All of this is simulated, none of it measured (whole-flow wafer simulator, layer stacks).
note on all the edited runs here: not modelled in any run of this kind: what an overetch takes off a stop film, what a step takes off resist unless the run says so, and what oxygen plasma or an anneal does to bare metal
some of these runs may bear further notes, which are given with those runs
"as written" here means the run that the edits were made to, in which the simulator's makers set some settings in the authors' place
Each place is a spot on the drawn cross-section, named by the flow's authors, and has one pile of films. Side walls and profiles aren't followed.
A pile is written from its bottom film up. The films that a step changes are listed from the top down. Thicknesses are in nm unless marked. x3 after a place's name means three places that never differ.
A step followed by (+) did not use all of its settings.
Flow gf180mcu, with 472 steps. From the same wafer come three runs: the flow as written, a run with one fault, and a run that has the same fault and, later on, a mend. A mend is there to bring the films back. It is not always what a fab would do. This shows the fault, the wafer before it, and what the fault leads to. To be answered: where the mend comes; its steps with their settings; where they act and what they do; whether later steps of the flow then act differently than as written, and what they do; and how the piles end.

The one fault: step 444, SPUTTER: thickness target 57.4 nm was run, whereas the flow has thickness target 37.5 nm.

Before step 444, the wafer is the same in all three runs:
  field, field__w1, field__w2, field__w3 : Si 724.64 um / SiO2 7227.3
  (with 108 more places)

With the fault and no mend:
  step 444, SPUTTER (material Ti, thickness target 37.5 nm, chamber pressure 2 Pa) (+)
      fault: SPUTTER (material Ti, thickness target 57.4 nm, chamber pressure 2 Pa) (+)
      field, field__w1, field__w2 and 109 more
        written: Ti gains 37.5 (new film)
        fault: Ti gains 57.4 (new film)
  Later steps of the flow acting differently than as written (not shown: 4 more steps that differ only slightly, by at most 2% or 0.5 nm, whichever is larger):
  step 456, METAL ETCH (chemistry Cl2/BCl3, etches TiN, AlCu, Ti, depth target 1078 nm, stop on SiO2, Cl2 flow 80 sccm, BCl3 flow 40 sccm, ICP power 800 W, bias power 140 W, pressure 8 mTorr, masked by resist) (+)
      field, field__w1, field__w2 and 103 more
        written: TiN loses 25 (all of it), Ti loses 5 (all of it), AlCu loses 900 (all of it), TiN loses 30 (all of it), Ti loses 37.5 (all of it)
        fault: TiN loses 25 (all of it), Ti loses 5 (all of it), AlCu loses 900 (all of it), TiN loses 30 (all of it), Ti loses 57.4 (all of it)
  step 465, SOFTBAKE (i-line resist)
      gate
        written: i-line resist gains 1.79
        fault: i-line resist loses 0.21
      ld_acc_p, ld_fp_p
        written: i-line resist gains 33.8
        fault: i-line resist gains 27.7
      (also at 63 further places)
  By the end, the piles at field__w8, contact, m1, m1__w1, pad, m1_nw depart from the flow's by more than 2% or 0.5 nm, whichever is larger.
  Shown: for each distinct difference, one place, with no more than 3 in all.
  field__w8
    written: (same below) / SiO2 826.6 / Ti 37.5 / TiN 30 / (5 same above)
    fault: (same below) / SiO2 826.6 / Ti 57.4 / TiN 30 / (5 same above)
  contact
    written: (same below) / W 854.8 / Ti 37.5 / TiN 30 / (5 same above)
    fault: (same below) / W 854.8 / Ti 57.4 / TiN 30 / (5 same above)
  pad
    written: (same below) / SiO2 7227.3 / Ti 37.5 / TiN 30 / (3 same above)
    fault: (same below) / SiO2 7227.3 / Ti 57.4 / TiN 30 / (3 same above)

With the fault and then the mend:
  After step 444 comes the mend.
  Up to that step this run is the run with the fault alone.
  step 444a, METAL ETCH (chemistry Cl2/BCl3, etches TiN, AlCu, Ti, depth target 19.9 nm, Cl2 flow 80 sccm, BCl3 flow 40 sccm, ICP power 800 W, bias power 140 W, pressure 8 mTorr) (the flow's step 260, run once more with other settings)
      field, field__w1, field__w2 and 109 more
        Ti loses 19.9
  None of the later steps of the flow acts differently than as written at any place that is followed.
  The piles end the same as the flow's at every place that both follow.
